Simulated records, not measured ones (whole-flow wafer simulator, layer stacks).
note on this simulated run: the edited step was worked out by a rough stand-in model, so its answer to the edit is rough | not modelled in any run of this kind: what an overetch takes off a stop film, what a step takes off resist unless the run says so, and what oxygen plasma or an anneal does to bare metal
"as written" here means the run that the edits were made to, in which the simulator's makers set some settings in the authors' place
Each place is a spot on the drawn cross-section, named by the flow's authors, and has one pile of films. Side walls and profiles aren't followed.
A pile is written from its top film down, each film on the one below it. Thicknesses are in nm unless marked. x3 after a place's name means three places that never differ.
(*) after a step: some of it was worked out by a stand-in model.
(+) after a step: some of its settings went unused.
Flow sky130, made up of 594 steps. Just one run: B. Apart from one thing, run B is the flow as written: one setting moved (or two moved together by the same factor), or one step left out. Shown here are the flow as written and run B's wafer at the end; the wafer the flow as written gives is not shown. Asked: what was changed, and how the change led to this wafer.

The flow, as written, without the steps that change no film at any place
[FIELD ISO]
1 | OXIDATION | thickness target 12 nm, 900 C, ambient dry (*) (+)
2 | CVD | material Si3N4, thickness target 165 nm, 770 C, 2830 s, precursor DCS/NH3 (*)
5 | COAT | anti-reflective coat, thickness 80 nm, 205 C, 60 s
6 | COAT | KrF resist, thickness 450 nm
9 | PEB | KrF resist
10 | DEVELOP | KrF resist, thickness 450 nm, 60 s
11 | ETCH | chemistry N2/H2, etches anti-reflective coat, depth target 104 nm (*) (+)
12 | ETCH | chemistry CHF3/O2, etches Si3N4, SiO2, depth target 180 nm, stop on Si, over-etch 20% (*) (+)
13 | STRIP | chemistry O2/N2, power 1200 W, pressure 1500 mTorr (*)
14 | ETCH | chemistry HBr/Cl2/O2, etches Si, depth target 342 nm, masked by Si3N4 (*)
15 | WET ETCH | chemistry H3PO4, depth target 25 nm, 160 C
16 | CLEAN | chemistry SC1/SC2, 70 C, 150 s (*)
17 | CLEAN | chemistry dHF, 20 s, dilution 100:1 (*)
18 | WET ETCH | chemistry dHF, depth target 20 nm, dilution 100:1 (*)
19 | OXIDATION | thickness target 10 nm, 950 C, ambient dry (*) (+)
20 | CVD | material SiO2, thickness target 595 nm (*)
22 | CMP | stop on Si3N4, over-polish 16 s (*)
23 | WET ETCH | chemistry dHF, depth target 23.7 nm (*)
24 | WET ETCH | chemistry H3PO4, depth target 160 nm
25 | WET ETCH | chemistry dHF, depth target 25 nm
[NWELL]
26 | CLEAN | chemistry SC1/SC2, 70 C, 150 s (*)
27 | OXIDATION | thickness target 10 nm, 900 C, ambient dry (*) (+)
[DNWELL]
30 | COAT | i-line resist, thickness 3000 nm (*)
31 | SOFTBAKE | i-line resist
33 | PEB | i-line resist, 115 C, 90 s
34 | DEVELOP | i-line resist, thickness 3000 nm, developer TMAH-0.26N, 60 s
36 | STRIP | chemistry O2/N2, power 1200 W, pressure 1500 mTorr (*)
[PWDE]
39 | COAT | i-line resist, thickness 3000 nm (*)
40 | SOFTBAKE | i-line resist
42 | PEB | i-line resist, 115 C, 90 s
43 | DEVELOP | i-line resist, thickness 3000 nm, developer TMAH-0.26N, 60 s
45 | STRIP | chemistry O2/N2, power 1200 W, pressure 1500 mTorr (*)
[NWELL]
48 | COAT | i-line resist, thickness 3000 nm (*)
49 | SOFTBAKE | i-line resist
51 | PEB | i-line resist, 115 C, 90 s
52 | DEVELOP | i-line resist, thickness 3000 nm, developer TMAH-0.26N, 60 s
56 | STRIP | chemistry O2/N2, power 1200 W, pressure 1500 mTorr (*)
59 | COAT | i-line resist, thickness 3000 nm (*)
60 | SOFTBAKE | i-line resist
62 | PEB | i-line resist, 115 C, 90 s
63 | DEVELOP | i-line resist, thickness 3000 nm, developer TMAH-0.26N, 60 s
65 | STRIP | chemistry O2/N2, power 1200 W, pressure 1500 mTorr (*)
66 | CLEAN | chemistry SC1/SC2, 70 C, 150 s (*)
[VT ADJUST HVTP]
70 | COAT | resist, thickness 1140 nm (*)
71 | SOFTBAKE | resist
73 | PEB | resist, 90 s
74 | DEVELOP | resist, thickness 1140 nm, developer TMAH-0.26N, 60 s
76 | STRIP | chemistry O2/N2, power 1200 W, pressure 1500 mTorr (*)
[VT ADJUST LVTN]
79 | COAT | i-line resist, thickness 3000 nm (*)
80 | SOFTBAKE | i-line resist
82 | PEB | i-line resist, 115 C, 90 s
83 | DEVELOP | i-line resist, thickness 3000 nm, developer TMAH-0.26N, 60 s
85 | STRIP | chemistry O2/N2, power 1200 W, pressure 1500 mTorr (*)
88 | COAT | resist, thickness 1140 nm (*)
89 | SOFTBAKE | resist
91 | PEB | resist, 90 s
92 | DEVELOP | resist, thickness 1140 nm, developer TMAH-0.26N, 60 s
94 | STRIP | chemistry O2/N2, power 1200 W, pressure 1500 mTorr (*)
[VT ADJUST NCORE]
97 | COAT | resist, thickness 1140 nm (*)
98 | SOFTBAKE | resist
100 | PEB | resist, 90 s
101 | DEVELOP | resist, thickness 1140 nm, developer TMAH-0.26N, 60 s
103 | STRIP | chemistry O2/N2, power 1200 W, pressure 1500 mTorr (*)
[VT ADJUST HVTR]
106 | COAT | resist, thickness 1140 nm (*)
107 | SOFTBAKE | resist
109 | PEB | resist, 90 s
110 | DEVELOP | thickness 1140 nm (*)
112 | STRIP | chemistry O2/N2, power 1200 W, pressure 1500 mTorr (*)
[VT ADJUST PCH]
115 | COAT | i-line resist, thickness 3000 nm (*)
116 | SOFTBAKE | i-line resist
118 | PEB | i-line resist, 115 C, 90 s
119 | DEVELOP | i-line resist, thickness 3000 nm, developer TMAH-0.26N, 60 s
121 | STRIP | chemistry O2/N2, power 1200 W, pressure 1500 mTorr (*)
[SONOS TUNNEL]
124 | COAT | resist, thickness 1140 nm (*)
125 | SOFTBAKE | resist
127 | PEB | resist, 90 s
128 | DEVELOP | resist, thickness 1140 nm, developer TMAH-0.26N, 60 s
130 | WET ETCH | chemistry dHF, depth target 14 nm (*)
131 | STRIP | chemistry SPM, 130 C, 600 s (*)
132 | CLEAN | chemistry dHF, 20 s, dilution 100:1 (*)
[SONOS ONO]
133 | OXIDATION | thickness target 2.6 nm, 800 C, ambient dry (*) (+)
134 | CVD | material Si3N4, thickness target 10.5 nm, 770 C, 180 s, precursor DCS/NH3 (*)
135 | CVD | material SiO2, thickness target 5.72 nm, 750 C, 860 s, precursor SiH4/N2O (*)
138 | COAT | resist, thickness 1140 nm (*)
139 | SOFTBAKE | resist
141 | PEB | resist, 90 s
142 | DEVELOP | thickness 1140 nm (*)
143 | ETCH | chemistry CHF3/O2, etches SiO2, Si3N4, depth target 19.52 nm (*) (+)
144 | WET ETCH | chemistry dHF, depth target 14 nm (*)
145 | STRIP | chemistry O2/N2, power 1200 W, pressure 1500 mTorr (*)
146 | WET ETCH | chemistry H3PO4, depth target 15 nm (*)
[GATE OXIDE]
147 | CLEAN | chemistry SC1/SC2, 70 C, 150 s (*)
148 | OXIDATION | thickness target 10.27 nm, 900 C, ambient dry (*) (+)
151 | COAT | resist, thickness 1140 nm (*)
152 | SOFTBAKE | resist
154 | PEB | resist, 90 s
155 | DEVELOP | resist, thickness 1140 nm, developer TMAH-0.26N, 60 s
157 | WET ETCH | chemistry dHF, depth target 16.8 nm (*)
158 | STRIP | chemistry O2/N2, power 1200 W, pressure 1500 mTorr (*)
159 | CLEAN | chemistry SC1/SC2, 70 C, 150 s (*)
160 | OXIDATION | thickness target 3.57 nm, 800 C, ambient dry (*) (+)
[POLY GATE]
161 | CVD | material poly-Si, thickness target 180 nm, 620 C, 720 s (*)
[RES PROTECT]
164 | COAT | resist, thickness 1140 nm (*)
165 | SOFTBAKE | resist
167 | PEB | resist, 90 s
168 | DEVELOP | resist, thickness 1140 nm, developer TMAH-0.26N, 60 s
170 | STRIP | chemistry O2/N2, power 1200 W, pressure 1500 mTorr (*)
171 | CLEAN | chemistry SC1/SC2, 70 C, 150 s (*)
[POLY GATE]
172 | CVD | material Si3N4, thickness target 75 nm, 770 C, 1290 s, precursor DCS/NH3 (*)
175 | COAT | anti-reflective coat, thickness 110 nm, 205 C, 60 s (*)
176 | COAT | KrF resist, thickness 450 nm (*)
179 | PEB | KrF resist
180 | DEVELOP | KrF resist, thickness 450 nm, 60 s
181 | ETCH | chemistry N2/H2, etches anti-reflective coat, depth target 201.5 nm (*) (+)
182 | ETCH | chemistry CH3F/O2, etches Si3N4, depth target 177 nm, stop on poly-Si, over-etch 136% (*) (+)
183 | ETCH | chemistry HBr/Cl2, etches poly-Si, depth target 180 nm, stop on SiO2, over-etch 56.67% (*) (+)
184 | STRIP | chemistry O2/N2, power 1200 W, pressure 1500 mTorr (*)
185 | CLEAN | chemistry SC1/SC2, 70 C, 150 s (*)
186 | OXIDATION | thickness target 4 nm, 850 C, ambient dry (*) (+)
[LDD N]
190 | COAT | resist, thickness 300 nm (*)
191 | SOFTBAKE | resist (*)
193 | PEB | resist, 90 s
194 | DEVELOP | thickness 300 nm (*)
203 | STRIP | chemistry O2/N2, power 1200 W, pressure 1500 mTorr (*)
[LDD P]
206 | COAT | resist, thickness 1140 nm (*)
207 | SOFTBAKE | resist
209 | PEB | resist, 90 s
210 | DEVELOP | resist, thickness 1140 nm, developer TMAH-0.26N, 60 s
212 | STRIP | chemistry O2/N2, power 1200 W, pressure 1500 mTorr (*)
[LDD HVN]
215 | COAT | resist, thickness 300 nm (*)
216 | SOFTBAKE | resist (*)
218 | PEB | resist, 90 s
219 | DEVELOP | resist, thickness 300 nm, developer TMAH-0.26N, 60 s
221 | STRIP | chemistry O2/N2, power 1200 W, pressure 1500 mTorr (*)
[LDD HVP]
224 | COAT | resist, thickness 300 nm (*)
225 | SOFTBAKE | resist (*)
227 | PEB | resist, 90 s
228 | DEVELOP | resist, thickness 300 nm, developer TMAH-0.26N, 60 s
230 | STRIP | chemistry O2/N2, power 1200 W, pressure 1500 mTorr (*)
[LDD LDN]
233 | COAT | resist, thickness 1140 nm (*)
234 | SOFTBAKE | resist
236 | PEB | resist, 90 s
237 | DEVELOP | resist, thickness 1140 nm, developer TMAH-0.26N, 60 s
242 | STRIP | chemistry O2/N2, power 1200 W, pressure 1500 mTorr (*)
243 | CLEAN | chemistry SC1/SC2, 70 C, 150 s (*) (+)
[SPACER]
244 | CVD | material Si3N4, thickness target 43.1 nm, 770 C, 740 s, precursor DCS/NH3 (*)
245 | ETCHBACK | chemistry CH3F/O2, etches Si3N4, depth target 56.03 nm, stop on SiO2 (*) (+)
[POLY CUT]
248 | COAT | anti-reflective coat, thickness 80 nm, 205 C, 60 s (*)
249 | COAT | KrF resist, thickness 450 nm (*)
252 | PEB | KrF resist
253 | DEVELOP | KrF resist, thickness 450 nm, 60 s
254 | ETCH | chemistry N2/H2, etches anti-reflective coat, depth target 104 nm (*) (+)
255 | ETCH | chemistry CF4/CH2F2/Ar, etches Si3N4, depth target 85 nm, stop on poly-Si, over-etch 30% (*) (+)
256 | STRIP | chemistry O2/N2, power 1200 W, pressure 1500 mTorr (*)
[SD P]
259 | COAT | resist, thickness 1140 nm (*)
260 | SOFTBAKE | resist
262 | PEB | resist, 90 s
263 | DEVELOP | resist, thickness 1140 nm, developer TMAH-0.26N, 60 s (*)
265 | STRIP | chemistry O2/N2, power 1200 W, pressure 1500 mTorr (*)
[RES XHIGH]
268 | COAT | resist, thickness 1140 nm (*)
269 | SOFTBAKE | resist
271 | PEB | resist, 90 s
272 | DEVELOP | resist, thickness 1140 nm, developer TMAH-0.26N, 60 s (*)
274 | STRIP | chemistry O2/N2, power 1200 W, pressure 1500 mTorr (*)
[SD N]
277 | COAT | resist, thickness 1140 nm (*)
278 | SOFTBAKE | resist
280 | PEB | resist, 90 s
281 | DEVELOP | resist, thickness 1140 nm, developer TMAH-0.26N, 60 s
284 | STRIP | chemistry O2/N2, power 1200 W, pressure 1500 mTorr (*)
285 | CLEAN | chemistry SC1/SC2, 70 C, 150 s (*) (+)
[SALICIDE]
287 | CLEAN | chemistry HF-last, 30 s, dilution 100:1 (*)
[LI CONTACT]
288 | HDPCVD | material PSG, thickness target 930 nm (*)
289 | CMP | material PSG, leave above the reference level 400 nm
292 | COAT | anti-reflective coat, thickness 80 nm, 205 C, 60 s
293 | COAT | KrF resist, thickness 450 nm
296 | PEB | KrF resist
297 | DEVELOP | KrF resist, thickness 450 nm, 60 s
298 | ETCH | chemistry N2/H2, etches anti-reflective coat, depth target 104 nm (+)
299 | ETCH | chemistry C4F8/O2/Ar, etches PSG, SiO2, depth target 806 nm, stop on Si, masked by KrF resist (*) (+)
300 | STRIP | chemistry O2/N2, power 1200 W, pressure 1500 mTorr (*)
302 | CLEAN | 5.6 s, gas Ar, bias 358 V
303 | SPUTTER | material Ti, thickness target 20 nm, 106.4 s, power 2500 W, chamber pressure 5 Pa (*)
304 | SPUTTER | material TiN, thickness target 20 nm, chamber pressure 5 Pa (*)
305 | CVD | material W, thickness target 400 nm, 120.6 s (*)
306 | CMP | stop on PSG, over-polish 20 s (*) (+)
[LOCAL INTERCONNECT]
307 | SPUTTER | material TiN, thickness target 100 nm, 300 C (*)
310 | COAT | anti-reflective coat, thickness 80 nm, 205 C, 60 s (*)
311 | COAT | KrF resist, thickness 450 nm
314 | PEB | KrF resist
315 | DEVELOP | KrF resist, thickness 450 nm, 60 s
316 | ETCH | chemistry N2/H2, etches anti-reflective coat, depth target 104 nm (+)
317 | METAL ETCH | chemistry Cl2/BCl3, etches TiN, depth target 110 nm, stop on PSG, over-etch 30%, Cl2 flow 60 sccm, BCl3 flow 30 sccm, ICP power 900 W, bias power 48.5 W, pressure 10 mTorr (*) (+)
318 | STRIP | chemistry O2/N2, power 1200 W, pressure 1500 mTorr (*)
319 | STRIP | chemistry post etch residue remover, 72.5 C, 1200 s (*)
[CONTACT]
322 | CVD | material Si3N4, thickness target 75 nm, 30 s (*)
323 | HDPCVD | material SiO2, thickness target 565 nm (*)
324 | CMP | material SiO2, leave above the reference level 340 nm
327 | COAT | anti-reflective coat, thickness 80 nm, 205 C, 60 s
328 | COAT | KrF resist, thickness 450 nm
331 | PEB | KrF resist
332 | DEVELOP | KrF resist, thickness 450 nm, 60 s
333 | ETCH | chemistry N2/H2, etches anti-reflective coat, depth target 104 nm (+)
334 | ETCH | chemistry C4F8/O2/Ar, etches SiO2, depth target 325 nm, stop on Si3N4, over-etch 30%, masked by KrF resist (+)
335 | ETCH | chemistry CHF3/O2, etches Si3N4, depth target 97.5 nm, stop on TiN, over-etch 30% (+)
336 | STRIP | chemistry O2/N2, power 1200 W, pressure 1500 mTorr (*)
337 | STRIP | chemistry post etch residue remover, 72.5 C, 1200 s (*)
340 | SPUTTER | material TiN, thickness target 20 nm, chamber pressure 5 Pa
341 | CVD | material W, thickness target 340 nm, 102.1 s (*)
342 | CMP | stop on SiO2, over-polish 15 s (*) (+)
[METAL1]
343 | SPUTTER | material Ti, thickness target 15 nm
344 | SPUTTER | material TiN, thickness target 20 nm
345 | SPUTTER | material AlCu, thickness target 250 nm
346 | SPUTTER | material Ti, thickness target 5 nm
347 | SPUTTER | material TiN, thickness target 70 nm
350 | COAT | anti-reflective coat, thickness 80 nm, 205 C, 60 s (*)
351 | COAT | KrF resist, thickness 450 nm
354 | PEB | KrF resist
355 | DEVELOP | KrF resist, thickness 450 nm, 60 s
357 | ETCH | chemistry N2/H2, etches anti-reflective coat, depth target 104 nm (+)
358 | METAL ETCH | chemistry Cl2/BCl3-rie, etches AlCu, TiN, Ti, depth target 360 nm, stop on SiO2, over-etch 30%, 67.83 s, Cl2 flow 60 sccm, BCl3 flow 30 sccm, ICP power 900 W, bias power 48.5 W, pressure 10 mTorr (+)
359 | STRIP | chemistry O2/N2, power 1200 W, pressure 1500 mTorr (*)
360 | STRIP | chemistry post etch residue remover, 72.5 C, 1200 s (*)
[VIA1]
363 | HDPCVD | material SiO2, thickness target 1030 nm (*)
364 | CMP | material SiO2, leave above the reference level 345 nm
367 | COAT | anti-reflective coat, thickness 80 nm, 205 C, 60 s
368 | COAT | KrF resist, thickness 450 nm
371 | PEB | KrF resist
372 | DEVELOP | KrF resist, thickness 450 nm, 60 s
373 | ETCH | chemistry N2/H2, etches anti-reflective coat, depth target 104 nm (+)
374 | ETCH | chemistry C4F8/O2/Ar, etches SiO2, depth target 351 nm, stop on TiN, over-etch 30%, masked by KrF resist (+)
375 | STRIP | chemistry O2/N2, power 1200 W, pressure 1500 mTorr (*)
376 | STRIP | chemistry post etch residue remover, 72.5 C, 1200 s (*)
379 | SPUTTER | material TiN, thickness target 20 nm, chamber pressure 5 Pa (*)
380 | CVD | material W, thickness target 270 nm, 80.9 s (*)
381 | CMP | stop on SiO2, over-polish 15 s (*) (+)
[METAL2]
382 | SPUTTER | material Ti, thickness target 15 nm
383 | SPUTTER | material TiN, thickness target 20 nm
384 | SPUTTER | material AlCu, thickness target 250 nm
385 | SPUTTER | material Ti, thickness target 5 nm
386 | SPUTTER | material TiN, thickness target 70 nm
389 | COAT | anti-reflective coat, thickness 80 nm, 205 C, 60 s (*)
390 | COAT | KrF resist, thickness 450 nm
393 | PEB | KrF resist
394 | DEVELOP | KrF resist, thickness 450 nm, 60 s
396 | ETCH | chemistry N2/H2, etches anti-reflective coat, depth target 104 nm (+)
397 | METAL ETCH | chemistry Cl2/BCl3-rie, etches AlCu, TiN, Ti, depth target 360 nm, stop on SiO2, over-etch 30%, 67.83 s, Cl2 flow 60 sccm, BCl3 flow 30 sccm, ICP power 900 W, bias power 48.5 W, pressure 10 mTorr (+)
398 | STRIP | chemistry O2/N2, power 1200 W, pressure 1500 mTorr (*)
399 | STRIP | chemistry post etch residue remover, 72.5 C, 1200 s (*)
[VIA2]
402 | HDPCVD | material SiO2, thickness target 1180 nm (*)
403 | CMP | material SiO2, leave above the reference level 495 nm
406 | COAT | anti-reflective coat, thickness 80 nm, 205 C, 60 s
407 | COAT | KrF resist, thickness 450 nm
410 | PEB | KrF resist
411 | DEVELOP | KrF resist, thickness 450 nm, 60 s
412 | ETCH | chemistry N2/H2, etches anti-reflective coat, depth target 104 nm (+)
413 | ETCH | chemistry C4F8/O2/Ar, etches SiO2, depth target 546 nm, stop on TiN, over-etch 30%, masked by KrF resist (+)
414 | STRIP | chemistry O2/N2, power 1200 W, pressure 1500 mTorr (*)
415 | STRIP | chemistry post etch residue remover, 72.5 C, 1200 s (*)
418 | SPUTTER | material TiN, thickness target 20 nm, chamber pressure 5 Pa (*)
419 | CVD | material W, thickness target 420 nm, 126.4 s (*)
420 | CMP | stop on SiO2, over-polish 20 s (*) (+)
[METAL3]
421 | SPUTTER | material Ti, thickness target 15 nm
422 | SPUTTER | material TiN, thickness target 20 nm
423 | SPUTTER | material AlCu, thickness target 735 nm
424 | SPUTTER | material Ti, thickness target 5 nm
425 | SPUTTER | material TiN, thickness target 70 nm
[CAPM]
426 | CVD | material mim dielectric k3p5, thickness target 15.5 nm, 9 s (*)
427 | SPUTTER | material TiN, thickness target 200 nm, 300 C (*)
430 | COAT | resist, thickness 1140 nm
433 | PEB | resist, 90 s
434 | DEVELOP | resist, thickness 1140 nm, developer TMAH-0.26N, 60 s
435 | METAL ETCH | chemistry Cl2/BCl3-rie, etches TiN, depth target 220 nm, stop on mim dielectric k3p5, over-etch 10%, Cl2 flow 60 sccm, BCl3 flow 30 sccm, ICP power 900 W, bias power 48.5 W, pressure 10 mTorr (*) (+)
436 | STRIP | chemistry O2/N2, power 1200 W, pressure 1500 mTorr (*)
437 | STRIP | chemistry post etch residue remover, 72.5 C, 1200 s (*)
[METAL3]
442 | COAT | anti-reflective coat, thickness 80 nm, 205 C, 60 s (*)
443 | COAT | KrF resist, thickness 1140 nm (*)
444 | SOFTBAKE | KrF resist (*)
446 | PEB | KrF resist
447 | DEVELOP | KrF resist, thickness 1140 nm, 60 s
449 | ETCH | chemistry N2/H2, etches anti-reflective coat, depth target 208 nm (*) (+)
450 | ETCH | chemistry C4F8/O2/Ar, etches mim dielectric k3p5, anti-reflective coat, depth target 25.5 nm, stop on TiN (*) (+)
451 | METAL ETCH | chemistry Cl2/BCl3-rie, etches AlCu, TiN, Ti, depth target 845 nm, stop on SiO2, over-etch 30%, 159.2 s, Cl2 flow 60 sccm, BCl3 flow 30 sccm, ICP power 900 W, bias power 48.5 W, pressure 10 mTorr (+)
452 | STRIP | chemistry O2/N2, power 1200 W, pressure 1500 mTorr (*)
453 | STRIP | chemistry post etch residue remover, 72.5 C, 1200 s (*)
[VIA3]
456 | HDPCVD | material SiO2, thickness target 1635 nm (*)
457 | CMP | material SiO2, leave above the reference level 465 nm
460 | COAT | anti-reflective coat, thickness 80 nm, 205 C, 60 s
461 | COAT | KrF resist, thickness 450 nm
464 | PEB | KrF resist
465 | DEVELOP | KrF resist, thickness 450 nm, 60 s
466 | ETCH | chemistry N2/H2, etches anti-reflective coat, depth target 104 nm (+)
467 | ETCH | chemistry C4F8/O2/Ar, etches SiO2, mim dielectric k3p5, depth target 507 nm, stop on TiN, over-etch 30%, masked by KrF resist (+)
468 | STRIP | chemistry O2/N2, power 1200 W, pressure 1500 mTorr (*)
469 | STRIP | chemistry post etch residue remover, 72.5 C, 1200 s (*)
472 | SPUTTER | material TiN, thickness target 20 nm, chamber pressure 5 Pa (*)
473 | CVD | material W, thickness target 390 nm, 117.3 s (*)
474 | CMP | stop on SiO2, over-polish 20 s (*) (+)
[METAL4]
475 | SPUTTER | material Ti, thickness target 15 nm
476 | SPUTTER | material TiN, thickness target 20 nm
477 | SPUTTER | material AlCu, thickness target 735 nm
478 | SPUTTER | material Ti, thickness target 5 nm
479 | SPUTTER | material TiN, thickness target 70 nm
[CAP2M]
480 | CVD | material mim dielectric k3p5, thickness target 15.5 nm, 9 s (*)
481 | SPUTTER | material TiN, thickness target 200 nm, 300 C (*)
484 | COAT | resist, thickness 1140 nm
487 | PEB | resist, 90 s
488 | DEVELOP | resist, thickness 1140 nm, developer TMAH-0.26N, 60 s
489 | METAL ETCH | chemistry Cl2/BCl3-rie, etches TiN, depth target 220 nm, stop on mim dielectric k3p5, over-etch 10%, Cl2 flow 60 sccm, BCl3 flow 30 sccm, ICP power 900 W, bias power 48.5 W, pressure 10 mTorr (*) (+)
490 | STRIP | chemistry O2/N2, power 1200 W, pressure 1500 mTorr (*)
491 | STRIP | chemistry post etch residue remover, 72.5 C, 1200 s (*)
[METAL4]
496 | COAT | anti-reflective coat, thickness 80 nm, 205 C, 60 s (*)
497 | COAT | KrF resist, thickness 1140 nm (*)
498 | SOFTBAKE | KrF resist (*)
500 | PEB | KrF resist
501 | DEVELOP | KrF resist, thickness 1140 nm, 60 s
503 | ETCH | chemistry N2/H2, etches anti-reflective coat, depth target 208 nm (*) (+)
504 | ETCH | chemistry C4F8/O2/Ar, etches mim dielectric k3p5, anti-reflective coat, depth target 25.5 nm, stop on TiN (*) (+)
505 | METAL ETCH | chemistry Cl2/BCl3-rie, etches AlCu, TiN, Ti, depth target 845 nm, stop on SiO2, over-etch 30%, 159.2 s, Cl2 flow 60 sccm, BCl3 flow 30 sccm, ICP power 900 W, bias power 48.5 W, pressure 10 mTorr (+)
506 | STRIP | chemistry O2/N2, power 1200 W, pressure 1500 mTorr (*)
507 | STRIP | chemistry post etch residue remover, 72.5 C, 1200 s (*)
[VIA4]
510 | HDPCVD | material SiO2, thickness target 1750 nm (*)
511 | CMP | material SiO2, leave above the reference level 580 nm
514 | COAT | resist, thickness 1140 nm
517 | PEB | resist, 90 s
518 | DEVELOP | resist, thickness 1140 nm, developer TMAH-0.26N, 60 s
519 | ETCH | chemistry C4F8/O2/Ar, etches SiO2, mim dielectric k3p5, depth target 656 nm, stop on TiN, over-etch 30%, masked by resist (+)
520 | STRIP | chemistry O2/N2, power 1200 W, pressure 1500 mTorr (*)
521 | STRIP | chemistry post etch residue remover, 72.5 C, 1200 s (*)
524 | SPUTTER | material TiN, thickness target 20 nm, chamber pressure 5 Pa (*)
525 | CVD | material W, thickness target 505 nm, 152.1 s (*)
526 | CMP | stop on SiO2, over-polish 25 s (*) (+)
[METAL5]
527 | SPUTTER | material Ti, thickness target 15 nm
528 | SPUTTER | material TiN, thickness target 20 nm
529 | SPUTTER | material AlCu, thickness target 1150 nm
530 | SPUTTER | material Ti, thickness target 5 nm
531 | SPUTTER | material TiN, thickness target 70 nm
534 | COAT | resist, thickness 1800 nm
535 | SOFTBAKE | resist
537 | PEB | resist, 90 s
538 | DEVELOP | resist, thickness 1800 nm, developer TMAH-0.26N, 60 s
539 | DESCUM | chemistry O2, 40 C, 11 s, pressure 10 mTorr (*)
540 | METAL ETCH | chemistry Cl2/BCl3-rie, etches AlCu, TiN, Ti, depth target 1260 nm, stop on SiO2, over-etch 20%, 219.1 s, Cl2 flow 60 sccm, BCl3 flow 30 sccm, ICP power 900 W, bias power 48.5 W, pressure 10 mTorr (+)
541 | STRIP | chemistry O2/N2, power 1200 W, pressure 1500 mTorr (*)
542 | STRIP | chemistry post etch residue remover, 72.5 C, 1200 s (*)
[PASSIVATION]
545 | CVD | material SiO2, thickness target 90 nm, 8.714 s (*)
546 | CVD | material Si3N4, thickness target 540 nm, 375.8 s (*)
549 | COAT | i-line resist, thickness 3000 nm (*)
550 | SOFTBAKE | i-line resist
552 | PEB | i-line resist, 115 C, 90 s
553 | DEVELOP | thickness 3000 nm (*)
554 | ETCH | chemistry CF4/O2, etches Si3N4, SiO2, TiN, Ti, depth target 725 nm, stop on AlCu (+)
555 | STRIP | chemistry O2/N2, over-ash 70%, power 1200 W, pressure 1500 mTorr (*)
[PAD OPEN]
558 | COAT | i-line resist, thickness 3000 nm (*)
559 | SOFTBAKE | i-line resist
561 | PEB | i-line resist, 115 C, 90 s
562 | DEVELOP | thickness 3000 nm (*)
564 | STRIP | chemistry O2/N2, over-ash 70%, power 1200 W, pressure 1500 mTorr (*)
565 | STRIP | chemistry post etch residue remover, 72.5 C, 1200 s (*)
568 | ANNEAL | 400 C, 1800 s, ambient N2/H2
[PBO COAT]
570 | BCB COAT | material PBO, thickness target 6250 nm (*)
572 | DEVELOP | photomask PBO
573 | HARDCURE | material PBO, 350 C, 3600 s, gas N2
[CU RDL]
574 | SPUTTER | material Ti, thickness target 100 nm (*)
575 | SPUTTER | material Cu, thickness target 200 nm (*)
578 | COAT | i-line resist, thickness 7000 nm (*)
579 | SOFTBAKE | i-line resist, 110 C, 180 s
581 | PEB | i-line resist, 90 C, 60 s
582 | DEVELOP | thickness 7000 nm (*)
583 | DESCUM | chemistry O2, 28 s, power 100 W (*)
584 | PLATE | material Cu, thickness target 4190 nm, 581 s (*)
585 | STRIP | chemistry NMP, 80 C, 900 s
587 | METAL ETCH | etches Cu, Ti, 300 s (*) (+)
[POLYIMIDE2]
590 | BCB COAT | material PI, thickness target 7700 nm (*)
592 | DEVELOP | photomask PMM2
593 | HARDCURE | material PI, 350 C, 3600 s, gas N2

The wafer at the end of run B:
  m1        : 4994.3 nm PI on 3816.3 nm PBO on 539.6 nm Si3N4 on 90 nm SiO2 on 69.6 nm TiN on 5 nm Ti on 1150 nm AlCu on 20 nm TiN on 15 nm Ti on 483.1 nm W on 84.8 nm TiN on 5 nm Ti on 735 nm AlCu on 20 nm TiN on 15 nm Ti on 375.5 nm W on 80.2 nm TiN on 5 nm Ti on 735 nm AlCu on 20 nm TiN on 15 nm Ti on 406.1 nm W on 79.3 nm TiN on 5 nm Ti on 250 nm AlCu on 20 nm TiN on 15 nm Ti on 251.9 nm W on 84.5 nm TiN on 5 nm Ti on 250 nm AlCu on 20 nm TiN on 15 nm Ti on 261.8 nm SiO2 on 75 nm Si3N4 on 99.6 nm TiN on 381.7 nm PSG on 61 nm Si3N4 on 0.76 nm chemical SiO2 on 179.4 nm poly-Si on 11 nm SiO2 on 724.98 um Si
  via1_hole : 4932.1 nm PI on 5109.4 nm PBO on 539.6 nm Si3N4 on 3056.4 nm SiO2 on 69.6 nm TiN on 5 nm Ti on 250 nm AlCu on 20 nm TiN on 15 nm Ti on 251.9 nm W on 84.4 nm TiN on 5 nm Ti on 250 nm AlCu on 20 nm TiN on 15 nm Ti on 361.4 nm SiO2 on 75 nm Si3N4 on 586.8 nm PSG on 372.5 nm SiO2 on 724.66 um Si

What caused this: step 379, SPUTTER: thickness target 28 nm was run, while the flow as written has thickness target 20 nm.

How this came from the change, step by step:
  379 | SPUTTER | material TiN, thickness target 20 nm, chamber pressure 5 Pa (*)
      field, active, n_well and 186 more: +28 TiN (new film) (in the flow as written it would be: +20 TiN (new film))
      m1: +15.3 TiN (in the flow as written it would be: +11 TiN)
      (as well as at 1 more place)
  381 | CMP | stop on SiO2, over-polish 15 s (*) (+)
      field, active, n_well and 186 more: -270 W (all of it), -28 TiN (all of it), -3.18 SiO2 (in the flow as written it would be: -270 W (all of it), -20 TiN (all of it), -3.18 SiO2)
      m1, via1_hole: -301.6 W (in the flow as written it would be: -293.6 W)
